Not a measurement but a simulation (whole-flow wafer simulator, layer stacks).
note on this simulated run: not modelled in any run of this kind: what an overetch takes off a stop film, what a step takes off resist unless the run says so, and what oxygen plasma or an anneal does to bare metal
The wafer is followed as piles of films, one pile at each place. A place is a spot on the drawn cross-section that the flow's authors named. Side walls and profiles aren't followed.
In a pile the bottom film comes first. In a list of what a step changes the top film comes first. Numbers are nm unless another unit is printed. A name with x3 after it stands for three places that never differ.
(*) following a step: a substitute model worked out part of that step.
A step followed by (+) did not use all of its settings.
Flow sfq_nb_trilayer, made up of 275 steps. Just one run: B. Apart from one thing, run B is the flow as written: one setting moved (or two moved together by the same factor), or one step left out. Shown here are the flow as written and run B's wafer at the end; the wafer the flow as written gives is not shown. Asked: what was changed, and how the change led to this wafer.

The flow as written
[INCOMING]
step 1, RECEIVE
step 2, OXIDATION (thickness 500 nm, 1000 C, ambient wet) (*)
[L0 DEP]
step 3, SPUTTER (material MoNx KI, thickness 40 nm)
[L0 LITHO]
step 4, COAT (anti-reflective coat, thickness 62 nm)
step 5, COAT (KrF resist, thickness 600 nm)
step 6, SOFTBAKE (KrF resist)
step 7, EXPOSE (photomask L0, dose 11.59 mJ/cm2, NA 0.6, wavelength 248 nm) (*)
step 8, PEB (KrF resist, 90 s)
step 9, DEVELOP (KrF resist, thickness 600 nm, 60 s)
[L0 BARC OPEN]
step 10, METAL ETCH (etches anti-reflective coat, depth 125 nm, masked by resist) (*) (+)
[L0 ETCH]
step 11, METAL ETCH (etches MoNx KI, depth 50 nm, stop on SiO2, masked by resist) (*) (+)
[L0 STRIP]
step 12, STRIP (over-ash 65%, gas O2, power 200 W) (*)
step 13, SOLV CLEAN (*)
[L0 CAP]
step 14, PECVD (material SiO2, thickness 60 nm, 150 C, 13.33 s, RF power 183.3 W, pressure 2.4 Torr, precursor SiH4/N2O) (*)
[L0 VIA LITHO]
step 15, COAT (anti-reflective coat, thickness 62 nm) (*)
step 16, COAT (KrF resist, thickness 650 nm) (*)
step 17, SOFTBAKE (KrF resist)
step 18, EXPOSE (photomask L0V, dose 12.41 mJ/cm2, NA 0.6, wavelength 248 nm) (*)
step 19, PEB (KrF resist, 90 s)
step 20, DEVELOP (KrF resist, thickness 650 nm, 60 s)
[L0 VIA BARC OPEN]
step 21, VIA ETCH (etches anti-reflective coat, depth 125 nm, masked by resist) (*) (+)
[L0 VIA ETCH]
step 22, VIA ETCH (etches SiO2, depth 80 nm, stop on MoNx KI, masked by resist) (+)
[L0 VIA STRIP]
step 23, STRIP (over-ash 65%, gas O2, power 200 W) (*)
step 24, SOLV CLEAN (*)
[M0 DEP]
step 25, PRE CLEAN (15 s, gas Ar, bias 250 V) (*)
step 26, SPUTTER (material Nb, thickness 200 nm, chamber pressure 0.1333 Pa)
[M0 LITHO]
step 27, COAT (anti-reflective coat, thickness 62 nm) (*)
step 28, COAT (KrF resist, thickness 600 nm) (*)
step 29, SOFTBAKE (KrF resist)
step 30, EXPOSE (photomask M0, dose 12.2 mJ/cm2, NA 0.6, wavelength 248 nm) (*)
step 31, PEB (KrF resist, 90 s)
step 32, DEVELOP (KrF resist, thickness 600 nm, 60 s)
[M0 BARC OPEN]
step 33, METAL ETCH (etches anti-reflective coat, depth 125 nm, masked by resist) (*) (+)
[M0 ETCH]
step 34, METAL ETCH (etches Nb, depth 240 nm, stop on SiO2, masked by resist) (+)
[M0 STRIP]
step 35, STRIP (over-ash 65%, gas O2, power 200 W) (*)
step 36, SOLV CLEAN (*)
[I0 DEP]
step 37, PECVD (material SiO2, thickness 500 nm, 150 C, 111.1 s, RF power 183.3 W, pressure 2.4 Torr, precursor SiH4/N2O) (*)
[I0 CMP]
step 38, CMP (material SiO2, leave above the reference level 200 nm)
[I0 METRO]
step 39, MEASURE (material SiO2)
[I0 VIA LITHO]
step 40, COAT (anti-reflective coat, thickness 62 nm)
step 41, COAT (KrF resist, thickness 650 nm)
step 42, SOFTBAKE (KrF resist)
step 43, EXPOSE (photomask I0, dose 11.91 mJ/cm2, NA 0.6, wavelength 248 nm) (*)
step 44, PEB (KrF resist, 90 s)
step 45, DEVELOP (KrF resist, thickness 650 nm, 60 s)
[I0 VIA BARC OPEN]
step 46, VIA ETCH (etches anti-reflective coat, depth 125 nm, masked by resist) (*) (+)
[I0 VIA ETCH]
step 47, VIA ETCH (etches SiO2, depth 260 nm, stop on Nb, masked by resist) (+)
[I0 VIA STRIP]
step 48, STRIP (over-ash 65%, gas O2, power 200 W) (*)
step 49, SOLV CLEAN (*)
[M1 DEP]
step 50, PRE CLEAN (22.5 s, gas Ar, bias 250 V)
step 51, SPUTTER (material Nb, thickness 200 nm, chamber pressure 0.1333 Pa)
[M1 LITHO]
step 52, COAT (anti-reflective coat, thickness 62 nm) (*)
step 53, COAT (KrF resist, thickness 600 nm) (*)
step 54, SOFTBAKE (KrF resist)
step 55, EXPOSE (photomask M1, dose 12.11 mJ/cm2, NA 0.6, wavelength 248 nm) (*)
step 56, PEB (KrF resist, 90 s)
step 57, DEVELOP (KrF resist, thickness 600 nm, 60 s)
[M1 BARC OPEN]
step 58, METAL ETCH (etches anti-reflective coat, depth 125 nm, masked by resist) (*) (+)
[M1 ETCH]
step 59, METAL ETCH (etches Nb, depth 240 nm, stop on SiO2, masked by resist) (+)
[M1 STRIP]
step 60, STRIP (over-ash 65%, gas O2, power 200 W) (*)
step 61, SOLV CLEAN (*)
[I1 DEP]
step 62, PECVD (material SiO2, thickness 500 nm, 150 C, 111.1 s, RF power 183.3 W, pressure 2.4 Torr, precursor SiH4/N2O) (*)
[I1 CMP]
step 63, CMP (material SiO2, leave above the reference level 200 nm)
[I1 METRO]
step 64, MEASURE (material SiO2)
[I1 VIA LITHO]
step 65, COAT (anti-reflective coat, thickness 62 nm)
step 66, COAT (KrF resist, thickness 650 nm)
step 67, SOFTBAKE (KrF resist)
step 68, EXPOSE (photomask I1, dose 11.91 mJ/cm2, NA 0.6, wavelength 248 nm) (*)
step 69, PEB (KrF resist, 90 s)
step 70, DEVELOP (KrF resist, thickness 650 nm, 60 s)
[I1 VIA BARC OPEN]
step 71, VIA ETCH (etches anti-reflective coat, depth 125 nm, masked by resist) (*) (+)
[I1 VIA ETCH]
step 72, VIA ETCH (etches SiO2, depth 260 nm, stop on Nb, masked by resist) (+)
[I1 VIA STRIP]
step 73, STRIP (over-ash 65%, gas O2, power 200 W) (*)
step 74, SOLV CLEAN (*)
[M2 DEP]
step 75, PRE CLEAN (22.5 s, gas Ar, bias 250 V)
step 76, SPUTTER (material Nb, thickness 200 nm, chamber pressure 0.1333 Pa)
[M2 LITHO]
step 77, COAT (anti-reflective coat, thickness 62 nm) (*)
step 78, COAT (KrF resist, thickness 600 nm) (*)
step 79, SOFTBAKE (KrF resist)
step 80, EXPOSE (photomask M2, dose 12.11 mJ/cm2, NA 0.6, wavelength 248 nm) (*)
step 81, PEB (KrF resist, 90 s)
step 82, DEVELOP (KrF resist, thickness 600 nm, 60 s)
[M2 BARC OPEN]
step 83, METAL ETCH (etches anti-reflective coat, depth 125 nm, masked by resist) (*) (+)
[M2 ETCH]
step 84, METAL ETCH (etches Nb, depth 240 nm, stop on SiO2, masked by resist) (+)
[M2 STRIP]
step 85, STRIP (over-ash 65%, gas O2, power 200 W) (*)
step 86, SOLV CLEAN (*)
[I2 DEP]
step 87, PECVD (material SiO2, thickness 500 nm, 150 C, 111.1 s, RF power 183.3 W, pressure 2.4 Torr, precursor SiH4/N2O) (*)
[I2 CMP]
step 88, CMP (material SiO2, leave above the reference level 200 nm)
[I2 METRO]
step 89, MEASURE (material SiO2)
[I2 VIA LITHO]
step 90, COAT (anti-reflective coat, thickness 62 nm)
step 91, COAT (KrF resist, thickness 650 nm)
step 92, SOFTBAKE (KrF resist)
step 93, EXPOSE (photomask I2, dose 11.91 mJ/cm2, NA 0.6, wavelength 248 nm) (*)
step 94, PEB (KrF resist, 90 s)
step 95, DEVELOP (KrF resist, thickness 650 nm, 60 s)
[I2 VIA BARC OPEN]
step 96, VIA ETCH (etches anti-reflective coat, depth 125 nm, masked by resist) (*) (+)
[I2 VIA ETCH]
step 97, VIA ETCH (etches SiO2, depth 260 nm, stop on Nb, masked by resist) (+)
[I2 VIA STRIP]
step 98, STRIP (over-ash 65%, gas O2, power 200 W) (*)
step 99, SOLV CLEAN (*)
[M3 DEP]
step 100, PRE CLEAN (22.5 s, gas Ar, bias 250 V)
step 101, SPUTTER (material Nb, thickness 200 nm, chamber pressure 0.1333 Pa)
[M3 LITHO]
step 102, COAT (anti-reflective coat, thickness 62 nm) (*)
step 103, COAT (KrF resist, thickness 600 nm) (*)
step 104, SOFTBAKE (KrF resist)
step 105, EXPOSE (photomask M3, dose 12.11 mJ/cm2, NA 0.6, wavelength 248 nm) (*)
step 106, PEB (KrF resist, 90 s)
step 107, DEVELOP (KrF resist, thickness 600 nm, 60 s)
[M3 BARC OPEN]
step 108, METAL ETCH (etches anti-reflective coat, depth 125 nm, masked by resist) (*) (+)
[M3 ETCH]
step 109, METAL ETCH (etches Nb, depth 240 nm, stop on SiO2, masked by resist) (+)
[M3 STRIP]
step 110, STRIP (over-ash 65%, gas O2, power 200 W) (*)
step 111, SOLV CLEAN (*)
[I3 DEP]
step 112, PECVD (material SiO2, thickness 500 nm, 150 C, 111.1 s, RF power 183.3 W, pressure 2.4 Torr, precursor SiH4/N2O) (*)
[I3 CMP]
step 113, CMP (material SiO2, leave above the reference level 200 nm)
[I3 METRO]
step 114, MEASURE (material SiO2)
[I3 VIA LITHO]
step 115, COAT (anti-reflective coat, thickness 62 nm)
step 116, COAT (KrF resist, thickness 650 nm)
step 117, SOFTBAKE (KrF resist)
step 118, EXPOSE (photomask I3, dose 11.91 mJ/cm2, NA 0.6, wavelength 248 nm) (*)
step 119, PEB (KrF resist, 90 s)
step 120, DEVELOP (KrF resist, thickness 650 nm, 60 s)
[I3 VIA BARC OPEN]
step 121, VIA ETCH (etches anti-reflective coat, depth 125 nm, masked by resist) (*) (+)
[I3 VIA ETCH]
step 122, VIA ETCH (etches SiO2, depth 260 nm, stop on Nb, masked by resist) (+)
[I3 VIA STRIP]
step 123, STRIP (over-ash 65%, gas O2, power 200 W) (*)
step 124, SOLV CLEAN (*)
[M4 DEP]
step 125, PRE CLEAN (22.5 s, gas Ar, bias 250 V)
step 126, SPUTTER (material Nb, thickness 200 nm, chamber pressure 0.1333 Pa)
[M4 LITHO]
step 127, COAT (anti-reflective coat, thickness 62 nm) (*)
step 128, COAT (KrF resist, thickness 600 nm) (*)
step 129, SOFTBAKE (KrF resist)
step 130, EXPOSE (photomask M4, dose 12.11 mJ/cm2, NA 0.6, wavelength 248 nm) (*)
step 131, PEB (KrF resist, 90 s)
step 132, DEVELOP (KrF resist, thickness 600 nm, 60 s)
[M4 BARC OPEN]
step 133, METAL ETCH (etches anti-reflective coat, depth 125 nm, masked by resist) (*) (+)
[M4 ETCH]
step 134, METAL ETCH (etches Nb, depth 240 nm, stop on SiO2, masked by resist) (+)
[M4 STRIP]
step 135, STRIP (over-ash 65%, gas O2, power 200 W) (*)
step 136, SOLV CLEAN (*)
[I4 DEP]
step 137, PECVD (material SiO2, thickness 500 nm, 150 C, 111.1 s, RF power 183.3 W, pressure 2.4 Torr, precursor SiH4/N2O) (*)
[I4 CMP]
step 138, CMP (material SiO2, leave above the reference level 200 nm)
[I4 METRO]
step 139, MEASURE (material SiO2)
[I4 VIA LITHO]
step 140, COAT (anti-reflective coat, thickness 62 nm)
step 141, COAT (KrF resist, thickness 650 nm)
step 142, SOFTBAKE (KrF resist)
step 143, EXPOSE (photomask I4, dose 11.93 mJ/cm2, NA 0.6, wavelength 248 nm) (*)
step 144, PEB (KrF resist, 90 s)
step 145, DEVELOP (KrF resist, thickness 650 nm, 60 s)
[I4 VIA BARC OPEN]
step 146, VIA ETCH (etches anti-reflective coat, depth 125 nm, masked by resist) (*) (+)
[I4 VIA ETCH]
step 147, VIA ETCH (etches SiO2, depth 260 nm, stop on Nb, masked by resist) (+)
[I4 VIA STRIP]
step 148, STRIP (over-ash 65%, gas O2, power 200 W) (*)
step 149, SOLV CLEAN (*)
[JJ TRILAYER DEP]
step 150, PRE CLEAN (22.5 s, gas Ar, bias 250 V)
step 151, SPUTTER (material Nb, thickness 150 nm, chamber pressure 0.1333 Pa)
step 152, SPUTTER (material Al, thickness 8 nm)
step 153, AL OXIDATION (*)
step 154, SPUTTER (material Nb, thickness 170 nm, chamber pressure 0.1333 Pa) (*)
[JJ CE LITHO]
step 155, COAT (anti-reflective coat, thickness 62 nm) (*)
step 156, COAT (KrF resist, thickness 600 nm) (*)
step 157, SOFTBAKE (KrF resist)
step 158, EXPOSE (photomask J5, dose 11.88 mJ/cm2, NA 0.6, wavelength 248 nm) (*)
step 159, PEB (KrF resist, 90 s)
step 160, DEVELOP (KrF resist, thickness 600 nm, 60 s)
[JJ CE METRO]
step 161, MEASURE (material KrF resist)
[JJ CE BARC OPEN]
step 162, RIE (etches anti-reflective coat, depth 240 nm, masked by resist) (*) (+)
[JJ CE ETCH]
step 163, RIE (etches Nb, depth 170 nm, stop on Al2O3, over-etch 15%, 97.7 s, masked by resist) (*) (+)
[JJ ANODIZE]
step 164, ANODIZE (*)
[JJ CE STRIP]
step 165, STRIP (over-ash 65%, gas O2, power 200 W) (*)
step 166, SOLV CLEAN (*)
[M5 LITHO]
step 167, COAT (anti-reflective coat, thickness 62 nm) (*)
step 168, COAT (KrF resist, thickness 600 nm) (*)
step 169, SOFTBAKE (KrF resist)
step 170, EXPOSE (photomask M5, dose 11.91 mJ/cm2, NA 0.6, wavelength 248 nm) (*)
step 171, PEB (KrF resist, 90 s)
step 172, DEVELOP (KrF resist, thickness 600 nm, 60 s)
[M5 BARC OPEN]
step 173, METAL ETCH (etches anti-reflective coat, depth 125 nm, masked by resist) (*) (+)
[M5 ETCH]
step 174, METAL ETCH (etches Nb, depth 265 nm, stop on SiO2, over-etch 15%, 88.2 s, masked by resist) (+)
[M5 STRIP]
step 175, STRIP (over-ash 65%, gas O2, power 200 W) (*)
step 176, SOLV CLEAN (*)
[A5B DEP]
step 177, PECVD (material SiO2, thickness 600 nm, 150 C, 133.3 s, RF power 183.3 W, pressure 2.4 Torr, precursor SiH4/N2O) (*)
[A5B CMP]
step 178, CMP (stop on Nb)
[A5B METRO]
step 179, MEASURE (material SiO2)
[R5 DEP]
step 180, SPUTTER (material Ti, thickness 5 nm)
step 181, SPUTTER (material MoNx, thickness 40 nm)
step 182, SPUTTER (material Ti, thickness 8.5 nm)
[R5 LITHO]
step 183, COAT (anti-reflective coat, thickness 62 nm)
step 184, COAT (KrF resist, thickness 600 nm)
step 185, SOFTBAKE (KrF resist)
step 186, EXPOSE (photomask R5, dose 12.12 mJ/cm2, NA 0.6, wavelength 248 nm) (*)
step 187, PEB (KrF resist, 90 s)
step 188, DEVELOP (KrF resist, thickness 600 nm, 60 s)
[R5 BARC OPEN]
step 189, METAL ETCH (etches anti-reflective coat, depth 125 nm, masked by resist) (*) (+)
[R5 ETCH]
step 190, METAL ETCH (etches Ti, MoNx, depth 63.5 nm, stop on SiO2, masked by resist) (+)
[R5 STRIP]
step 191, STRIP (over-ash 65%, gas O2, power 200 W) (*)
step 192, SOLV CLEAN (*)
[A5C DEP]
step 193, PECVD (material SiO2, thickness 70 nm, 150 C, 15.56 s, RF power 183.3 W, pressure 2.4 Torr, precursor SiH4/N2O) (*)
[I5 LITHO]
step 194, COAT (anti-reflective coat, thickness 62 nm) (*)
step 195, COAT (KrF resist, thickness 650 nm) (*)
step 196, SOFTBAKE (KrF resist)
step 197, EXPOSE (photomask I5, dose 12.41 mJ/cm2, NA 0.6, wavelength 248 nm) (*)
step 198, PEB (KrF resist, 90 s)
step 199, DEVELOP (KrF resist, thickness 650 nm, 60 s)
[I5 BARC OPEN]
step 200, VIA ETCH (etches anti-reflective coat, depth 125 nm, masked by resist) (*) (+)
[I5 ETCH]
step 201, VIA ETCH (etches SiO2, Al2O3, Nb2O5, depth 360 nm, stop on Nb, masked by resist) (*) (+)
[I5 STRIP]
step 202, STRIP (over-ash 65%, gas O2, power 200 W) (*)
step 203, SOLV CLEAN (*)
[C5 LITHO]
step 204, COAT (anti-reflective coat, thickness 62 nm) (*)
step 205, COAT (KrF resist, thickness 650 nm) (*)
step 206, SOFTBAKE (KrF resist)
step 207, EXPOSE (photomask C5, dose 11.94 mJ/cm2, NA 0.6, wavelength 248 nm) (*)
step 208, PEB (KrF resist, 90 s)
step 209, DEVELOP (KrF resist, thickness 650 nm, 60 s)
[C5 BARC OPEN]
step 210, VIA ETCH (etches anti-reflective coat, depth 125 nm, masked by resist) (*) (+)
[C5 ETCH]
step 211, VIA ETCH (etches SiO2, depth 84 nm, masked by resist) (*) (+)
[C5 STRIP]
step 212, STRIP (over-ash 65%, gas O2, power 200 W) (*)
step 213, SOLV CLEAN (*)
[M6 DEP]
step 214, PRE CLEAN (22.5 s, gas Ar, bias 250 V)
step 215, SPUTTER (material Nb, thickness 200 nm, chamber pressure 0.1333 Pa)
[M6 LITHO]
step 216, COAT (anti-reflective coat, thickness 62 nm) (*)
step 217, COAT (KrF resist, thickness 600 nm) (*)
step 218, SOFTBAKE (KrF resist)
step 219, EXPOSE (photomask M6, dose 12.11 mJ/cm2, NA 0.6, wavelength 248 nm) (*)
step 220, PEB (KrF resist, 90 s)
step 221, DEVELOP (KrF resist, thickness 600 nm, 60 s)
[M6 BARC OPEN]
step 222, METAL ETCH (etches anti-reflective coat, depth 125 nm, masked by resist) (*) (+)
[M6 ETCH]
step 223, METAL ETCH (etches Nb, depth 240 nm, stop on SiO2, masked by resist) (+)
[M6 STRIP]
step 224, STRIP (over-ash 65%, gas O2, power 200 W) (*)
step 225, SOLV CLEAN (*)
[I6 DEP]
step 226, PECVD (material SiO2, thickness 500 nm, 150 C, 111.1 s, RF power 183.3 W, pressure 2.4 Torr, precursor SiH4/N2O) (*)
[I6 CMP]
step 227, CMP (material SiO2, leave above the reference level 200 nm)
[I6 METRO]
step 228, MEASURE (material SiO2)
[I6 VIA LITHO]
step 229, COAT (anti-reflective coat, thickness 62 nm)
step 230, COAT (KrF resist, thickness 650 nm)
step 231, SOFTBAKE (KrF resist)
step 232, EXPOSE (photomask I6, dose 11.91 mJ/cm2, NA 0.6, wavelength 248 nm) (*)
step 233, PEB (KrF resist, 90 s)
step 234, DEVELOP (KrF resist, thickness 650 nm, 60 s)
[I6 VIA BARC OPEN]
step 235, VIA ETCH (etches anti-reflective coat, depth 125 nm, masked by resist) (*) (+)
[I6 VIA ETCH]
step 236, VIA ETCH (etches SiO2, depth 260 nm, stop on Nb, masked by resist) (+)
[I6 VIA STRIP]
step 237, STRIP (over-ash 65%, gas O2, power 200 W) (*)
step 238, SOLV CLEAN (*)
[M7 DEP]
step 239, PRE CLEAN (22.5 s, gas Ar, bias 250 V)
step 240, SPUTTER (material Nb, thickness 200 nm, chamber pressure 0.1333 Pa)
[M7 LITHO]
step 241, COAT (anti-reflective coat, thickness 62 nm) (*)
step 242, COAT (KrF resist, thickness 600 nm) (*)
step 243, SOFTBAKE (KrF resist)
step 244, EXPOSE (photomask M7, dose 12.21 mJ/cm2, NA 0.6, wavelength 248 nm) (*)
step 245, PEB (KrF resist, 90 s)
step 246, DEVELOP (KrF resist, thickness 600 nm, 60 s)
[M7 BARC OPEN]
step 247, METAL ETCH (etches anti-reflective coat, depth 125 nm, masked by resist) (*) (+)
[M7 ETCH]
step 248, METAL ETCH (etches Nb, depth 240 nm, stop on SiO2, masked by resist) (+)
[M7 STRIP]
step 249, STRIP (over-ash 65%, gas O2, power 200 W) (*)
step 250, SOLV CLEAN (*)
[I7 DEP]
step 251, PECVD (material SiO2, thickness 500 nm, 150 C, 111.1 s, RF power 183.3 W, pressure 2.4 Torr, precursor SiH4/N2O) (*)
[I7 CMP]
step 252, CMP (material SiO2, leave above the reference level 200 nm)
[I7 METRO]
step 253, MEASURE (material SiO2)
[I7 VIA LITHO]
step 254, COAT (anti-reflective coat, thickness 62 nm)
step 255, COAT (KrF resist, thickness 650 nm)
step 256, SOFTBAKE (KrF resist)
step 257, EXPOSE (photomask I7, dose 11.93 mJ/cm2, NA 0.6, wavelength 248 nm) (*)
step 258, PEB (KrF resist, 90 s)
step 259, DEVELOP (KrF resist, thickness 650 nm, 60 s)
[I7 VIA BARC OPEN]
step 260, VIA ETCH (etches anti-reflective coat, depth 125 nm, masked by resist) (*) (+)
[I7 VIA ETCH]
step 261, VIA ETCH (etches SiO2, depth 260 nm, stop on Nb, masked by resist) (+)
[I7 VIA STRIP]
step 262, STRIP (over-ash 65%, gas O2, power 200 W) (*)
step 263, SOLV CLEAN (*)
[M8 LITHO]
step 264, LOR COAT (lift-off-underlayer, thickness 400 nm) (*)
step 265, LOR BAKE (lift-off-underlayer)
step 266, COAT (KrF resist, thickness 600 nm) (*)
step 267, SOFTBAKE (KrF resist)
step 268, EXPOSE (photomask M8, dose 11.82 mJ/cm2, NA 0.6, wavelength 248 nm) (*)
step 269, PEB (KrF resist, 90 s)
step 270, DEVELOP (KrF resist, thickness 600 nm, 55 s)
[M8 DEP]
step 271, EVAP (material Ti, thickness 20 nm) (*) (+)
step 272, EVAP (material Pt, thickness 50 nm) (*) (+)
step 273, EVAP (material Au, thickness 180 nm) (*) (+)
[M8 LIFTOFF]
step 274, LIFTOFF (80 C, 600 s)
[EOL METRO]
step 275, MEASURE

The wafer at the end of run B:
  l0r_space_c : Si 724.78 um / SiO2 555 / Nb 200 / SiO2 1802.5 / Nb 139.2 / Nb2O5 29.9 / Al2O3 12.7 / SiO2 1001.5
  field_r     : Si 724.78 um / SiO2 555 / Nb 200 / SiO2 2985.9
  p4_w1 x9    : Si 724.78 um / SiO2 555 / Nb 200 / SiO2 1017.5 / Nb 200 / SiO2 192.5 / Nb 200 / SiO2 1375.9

Cause: step 76, SPUTTER: thickness 240 nm was run, while the flow as written has thickness 200 nm.

How this came from the change, step by step:
  step 76, SPUTTER (material Nb, thickness 200 nm, chamber pressure 0.1333 Pa)
      field_l, v_sur, via_wl and 102 more: +240 Nb (new film) (as written it would have been: +200 Nb (new film))
      via_v: +209.9 Nb (as written it would have been: +174.5 Nb)
  step 84, METAL ETCH (etches Nb, depth 240 nm, stop on SiO2, masked by resist) (+)
      field_l, be, be_sur and 81 more: -240 Nb (all of it) (as written it would have been: -200 Nb (all of it))
  step 87, PECVD (material SiO2, thickness 500 nm, 150 C, 111.1 s, RF power 183.3 W, pressure 2.4 Torr, precursor SiH4/N2O) (*)
      via_v: +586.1 SiO2 (new film) (as written it would have been: +606 SiO2 (new film))
  step 88, CMP (material SiO2, leave above the reference level 200 nm)
      field_l, be, be_sur and 81 more: -60 SiO2 (as written it would have been: -100 SiO2)
      via_v: -157.1 SiO2 (as written it would have been: -181.6 SiO2)
